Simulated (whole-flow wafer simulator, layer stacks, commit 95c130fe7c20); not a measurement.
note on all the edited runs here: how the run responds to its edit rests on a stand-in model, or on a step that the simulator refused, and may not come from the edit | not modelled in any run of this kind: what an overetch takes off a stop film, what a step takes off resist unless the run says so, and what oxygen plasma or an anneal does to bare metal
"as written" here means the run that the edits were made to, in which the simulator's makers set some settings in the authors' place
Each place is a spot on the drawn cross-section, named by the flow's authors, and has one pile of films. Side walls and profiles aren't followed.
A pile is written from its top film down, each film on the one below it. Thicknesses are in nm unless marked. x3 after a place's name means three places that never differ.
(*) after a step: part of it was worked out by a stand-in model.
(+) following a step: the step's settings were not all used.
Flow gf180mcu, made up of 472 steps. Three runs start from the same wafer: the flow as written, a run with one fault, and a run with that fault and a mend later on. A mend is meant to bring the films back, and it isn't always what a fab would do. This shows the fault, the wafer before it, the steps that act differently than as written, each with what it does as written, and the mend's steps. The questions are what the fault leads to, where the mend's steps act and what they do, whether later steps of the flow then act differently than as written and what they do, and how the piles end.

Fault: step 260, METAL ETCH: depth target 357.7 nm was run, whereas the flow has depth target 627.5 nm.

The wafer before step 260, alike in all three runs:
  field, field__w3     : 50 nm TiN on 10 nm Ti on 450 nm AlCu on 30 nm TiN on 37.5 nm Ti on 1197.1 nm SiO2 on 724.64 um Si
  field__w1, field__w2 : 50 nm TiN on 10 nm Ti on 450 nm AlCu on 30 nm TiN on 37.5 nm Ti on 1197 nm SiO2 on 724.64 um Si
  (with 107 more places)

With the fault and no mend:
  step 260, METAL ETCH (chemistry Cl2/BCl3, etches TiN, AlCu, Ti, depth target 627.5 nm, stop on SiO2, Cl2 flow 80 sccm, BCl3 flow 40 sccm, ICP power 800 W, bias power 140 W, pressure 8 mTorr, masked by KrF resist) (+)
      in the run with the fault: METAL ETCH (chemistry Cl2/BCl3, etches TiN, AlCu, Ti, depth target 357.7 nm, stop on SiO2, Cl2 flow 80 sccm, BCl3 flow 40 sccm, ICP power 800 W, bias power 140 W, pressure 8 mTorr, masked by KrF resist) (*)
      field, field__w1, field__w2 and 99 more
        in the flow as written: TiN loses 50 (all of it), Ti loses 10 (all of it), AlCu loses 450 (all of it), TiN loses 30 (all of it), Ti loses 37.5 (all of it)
        in the run with the fault: TiN loses 50 (all of it), Ti loses 10 (all of it), AlCu loses 297.7
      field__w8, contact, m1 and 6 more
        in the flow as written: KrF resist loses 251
        in the run with the fault: KrF resist loses 143.1
  Steps later in the flow that act otherwise than as written:
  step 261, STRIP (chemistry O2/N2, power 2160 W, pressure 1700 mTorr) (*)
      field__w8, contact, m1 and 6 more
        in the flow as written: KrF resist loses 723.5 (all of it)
        in the run with the fault: KrF resist loses 831.4 (all of it)
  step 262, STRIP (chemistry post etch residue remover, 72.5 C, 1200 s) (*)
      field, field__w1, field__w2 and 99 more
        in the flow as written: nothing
        in the run with the fault: AlCu loses 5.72
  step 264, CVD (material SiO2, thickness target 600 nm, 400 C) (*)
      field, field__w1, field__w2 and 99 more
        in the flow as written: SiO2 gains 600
        in the run with the fault: SiO2 gains 600 (new film)
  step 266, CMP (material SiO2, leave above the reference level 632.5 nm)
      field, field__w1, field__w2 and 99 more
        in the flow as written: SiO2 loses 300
        in the run with the fault: SiO2 loses 514.1
  By the end, the piles at field, field__w1, field__w2 and 100 more depart from the flow's by more than 2% or 0.5 nm, whichever is larger.
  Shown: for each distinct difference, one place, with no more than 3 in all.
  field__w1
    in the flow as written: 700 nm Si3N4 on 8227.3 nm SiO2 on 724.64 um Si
    in the run with the fault: 700 nm Si3N4 on 6816.2 nm SiO2 on 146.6 nm AlCu on 30 nm TiN on 37.5 nm Ti on 1197 nm SiO2 on 724.64 um Si
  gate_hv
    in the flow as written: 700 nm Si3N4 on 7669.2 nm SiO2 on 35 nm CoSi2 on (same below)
    in the run with the fault: 700 nm Si3N4 on 6816.2 nm SiO2 on 146.6 nm AlCu on 30 nm TiN on 37.5 nm Ti on 638.9 nm SiO2 on 35 nm CoSi2 on (same below)
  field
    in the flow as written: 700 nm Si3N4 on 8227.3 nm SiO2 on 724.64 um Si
    in the run with the fault: 700 nm Si3N4 on 6816.2 nm SiO2 on 146.6 nm AlCu on 30 nm TiN on 37.5 nm Ti on 1197.1 nm SiO2 on 724.64 um Si

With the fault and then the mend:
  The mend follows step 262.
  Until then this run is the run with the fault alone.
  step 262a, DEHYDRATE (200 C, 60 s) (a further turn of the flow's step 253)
      alters no film at any place that is followed
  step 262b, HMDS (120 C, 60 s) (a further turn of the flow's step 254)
      alters no film at any place that is followed
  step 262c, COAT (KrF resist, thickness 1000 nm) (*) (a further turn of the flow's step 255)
      iso_ptap_pw, iso_ntap_nw, iso_nw_fld and 33 more
        KrF resist gains 1000 (new film)
      field__w5, field__w9, field_sub and 12 more
        KrF resist gains 1002.4 (new film)
      field_sub__w2, field_sub__w4, gate and 11 more
        KrF resist gains 1002.3 (new film)
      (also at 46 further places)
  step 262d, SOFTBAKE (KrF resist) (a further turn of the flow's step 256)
      alters no film at any place that is followed
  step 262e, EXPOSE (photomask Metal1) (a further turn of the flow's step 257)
      alters no film at any place that is followed
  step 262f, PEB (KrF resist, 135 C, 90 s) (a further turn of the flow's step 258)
      field__w1, field__w2, field__w3 and 57 more
        KrF resist loses 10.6
      iso_ptap_pw, iso_ntap_nw, iso_nw_fld and 33 more
        KrF resist loses 10.5
      sd_p, gate_p, nw_sep_fld
        KrF resist loses 10.7
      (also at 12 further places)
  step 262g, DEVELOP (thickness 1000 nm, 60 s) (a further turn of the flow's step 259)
      iso_ptap_pw, iso_ntap_nw, iso_nw_fld and 33 more
        KrF resist loses 989.5 (all of it)
      field_sub__w2, field_sub__w4, active and 12 more
        KrF resist loses 991.7 (all of it)
      field__w5, field__w9, field_sub__w1 and 6 more
        KrF resist loses 991.8 (all of it)
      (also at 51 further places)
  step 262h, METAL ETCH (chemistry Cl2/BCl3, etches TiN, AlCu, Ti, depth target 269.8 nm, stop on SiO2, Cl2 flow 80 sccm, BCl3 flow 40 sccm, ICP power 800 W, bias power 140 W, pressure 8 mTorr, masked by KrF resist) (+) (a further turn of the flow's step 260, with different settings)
      field, field__w1, field__w2 and 99 more
        AlCu loses 146.6 (all of it), TiN loses 30 (all of it), Ti loses 37.5 (all of it)
      field__w8, contact, m1 and 6 more
        KrF resist loses 107.9
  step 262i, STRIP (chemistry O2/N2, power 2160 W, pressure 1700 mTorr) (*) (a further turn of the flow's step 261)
      field__w8
        KrF resist loses 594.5 (all of it)
      contact
        KrF resist loses 592.6 (all of it)
      m1
        KrF resist loses 594.6 (all of it)
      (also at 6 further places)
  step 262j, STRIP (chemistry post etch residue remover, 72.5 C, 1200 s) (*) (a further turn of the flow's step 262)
      field__w8, contact, m1 and 6 more
        TiN loses 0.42
  Later steps of the flow that are run all act as written at every place that is followed, up to a difference of at most 2% or 0.5 nm, whichever is larger.
  The piles end only slightly different from the flow's at the places that both follow, by no more than 2% or 0.5 nm, whichever is larger.
